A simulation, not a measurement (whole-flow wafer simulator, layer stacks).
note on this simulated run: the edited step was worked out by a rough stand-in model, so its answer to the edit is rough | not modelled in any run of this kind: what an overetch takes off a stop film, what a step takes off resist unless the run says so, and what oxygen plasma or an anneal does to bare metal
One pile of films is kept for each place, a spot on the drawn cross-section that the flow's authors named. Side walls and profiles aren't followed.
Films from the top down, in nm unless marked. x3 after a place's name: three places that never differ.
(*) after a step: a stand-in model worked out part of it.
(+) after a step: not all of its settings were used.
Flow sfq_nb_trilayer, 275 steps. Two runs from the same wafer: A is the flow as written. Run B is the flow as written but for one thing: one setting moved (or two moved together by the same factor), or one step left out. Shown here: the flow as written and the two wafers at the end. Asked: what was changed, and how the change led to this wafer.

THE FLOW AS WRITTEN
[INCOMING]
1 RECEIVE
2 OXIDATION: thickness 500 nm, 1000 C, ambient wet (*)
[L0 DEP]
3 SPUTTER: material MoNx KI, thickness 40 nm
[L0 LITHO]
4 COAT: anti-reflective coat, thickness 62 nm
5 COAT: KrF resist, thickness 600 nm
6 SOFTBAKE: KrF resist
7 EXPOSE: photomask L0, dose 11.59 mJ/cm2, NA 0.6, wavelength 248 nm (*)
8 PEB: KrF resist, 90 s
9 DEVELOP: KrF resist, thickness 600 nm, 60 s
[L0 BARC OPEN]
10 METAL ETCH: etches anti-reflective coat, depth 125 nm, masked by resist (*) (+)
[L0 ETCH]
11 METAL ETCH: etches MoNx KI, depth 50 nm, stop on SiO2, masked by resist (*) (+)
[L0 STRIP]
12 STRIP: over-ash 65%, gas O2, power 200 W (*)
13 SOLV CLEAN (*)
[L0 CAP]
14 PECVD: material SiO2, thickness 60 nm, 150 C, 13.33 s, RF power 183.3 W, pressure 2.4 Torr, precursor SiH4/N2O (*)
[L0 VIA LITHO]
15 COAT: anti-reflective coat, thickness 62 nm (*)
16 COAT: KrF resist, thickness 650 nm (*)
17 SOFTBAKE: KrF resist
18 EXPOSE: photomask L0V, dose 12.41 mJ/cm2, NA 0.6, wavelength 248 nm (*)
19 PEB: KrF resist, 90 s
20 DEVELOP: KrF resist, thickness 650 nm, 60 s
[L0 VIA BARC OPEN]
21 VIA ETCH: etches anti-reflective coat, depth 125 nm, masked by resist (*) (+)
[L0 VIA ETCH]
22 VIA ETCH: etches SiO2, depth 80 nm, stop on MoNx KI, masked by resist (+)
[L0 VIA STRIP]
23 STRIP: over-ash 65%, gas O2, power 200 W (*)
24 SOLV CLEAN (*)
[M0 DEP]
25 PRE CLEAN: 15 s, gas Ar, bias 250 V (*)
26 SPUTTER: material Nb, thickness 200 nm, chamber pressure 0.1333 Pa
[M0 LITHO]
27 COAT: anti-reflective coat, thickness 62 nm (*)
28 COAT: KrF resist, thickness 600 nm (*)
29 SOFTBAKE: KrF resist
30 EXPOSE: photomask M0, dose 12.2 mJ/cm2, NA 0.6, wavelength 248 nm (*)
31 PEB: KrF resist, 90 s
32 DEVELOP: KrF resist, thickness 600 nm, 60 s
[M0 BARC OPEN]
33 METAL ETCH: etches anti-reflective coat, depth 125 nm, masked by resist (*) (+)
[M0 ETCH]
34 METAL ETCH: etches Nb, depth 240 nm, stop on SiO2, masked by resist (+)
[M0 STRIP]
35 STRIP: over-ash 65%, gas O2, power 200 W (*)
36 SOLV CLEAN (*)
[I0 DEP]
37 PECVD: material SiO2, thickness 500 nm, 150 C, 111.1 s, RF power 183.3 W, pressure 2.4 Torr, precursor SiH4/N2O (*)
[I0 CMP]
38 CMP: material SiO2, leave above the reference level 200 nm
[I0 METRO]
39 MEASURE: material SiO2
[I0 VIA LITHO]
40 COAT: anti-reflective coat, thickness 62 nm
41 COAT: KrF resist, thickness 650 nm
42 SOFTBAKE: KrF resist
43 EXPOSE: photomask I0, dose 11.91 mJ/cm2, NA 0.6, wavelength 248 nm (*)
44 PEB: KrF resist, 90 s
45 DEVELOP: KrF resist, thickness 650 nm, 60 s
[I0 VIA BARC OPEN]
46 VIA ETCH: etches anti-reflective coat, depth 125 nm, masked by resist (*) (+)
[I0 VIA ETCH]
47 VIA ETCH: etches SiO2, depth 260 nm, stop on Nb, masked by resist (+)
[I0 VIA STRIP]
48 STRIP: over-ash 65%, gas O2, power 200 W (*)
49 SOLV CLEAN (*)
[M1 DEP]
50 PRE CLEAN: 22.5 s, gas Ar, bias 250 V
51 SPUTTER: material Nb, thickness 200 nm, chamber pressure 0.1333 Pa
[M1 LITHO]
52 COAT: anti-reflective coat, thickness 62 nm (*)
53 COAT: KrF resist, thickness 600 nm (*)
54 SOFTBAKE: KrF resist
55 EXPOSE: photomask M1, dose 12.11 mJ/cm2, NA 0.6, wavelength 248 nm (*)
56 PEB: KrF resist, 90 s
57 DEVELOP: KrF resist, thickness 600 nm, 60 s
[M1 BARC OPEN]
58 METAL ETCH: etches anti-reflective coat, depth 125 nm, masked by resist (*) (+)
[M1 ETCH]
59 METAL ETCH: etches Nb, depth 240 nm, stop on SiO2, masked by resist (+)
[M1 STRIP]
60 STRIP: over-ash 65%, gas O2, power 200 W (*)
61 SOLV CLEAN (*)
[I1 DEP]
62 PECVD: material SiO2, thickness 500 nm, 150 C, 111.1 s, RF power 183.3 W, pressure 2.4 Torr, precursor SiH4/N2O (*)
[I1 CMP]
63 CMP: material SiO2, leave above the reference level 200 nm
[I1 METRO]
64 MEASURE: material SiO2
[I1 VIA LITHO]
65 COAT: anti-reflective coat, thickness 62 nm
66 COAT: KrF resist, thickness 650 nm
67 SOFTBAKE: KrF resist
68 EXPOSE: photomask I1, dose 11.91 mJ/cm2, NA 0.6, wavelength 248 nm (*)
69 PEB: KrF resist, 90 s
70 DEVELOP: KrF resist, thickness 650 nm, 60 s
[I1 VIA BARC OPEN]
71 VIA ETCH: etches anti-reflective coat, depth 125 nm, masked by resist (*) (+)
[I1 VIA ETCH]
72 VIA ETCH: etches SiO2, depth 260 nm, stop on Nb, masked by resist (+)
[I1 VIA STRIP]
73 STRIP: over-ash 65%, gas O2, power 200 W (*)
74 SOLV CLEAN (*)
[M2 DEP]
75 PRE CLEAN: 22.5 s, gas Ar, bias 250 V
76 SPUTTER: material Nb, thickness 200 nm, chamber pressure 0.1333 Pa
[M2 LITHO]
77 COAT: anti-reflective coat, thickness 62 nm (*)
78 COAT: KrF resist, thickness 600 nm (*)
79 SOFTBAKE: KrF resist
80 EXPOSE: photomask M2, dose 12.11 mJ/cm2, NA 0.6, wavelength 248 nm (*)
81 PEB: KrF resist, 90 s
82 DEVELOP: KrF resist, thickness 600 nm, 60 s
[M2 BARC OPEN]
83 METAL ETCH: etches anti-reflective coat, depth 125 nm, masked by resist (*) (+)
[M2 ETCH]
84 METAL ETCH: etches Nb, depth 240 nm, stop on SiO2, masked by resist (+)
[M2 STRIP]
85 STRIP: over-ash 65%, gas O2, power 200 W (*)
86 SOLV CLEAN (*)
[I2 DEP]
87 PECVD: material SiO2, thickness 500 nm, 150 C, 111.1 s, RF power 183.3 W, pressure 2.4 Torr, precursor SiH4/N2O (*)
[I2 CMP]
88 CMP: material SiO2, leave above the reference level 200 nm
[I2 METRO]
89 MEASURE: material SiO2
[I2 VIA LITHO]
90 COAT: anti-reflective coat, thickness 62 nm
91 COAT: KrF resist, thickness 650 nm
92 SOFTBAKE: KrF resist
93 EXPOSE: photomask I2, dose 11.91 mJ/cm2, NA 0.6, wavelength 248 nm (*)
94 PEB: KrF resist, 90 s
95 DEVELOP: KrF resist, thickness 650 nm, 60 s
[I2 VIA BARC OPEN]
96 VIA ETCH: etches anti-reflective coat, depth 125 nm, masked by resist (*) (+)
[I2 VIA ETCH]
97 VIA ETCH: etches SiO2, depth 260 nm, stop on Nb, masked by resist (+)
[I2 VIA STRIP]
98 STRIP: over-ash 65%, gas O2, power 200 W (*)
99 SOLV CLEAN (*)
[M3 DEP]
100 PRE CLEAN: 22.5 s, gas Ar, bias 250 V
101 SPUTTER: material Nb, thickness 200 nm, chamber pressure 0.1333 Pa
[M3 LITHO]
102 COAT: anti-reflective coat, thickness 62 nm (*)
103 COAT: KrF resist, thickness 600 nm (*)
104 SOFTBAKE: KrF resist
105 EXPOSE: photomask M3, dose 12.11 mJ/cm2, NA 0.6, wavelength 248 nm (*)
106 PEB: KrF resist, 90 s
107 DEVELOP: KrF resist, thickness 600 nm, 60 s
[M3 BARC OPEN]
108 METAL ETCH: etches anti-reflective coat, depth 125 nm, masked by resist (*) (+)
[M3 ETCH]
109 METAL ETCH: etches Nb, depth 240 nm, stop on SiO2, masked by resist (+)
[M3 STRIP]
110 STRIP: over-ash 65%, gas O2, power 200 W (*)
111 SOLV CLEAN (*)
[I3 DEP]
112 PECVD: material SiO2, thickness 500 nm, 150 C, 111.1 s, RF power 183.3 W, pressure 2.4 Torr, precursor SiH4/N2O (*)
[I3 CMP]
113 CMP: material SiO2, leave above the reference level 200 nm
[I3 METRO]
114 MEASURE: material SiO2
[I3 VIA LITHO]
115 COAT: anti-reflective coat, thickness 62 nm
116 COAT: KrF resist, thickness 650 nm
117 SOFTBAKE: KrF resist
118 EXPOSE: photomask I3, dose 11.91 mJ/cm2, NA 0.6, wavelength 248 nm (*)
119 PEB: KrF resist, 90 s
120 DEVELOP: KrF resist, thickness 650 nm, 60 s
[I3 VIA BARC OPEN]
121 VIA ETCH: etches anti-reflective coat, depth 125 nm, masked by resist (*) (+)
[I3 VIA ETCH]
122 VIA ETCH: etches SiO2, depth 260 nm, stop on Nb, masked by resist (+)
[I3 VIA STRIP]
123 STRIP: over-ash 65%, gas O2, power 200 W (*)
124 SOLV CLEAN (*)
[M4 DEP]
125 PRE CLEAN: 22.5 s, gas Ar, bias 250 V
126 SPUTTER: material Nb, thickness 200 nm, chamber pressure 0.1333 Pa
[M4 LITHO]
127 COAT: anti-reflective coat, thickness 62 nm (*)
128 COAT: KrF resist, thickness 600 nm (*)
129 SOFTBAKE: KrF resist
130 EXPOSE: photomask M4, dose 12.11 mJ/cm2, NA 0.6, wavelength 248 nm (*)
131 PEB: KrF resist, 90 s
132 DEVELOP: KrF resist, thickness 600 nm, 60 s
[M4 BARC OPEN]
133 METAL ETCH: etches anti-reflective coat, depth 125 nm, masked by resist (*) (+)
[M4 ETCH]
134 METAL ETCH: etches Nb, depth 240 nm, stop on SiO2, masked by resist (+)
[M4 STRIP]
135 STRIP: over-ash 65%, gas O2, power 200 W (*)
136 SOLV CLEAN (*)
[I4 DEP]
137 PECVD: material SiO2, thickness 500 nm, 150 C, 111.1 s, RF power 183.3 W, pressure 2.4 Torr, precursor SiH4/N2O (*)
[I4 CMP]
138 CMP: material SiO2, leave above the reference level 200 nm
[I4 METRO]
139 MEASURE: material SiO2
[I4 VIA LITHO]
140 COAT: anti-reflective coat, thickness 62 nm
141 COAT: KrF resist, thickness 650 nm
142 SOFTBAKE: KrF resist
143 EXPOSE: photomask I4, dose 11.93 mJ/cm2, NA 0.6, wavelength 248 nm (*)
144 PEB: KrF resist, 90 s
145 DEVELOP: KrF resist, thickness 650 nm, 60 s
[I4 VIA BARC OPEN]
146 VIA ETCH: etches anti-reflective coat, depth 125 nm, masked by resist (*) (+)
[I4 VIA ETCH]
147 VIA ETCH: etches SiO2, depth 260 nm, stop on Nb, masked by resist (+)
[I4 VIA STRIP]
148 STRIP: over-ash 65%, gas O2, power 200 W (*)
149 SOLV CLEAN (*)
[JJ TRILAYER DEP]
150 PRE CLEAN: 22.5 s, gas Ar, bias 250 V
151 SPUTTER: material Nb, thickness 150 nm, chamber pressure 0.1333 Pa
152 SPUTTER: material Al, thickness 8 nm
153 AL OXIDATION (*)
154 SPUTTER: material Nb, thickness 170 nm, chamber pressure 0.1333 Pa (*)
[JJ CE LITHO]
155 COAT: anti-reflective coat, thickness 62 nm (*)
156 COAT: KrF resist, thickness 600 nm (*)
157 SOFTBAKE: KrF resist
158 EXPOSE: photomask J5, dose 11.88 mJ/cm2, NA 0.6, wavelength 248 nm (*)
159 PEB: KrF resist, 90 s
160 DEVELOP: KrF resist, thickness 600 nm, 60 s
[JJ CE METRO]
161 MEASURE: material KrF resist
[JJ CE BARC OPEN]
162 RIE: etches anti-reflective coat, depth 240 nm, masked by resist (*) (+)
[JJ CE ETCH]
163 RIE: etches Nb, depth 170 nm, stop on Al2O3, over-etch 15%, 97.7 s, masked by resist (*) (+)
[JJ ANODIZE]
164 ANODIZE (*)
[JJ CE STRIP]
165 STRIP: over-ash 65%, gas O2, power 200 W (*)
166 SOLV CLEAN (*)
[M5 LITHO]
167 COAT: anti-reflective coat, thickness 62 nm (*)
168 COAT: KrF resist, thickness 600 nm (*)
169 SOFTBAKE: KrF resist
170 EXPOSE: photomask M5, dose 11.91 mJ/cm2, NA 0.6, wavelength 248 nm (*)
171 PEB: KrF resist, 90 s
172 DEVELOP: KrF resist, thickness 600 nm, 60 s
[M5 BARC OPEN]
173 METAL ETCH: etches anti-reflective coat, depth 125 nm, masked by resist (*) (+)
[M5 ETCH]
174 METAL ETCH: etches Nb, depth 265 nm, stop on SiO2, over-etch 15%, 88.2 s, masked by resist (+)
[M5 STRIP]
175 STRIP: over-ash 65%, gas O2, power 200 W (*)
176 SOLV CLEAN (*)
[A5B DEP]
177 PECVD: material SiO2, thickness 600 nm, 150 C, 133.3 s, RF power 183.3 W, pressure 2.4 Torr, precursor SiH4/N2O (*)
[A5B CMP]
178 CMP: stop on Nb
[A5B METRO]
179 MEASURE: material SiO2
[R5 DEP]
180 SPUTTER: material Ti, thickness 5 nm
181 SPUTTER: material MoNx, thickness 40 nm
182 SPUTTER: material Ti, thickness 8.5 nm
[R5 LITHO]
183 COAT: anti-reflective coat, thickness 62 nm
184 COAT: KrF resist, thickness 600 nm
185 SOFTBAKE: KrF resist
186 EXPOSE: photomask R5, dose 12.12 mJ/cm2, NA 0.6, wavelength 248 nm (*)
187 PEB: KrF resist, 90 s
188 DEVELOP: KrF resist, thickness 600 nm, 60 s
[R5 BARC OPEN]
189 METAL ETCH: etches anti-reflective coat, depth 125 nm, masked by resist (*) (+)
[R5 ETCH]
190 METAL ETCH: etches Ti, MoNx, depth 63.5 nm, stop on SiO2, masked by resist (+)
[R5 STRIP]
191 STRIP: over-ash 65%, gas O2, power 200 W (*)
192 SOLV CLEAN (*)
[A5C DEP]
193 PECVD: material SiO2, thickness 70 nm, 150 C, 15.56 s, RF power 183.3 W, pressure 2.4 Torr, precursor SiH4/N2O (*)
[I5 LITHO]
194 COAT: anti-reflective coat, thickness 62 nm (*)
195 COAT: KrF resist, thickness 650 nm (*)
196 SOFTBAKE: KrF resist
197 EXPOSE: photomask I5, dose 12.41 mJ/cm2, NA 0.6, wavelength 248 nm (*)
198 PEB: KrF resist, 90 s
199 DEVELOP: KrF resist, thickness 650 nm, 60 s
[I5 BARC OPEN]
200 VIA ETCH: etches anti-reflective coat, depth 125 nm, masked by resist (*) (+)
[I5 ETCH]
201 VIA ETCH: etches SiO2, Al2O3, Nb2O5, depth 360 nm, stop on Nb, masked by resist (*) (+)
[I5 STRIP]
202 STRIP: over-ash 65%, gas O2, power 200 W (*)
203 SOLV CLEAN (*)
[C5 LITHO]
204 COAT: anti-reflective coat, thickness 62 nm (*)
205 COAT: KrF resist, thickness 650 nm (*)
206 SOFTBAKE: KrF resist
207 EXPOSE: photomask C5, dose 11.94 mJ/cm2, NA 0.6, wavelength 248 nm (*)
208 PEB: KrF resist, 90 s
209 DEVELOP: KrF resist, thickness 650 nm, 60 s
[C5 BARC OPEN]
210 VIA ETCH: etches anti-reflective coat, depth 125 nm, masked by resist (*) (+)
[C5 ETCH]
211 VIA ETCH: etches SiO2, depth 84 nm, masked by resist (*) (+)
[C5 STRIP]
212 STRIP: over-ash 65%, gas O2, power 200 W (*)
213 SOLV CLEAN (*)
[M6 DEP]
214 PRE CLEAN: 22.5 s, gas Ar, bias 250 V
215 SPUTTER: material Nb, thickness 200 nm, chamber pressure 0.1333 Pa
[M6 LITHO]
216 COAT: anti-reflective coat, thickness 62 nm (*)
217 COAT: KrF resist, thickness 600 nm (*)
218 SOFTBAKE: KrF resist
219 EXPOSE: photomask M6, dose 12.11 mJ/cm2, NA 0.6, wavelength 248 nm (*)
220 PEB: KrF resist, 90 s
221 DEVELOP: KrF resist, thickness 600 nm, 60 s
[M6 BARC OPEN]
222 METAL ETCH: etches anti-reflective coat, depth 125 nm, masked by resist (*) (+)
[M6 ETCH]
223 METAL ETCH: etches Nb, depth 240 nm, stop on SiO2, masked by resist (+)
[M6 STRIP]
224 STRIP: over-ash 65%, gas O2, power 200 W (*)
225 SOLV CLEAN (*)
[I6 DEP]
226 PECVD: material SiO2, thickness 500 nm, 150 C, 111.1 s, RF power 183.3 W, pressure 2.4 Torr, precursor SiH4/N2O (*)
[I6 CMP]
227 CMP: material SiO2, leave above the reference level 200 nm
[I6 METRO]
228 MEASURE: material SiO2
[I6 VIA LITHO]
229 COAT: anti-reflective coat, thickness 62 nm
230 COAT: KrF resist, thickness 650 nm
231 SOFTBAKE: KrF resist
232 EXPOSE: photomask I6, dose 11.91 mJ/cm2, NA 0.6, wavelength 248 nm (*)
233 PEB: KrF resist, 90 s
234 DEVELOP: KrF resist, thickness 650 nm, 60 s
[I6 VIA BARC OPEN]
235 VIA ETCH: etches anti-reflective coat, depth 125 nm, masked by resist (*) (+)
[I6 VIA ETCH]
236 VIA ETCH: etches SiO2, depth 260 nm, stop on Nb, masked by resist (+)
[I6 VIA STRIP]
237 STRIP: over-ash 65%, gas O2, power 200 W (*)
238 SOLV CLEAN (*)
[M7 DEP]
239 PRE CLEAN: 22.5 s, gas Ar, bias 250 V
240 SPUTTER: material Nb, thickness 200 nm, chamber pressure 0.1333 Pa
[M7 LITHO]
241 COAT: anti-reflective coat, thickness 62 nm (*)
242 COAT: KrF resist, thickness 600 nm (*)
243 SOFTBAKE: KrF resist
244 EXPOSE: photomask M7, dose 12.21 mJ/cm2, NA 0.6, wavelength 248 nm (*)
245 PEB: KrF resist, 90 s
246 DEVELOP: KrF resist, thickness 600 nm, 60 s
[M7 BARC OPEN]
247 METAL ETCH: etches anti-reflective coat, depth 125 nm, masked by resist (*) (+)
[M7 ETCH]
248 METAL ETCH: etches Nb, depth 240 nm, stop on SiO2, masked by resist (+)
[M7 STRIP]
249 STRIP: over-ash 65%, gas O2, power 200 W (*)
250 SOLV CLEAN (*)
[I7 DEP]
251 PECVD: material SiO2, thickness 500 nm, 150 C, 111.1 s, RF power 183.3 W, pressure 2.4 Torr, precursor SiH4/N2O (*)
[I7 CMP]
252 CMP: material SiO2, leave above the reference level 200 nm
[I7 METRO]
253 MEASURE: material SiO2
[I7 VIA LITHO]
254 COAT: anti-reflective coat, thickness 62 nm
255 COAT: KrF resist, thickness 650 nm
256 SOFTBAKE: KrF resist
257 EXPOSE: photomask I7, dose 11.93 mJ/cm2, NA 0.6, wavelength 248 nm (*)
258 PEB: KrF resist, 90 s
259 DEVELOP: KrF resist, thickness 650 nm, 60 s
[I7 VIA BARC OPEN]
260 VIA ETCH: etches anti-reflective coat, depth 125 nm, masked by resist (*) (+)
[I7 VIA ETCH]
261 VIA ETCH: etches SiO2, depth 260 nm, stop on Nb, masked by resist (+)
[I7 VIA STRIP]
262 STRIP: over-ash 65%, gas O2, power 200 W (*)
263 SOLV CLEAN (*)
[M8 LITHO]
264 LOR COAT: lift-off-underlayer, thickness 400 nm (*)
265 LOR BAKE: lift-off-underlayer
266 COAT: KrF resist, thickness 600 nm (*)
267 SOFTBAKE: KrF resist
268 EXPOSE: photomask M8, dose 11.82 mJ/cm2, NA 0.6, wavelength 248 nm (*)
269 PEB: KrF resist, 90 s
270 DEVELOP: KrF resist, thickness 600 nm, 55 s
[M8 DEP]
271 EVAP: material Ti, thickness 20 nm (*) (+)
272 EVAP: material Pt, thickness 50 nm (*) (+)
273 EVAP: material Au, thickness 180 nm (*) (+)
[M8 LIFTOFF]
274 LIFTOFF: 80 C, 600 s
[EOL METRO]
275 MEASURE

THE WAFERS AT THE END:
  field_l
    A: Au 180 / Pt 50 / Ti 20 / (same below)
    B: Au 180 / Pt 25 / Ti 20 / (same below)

The cause: step 272, EVAP: thickness 25 nm was run, where the flow has thickness 50 nm.
It can be read off the wafer: field_l has Pt 25, and step 272 as written asks for 50 nm.

How the change led to this, step by step:
  272 EVAP: material Pt, thickness 50 nm (*) (+)
      field_l, v_sur, via_wl and 103 more: A Pt +50 (new film) | B Pt +25 (new film)
  274 LIFTOFF: 80 C, 600 s
      p4_fl, p4_fm, p4_w1 and 71 more: A Au -180 (all of it), Pt -50 (all of it), Ti -20 (all of it), KrF resist -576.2 (all of it), lift-off-underlayer -400 (all of it) | B Au -180 (all of it), Pt -25 (all of it), Ti -20 (all of it), KrF resist -576.2 (all of it), lift-off-underlayer -400 (all of it)
      c5j, ce_r: A Au -180 (all of it), Pt -50 (all of it), Ti -20 (all of it), KrF resist -573.3 (all of it), lift-off-underlayer -399.3 (all of it) | B Au -180 (all of it), Pt -25 (all of it), Ti -20 (all of it), KrF resist -573.3 (all of it), lift-off-underlayer -399.3 (all of it)
      (and at 19 more places)
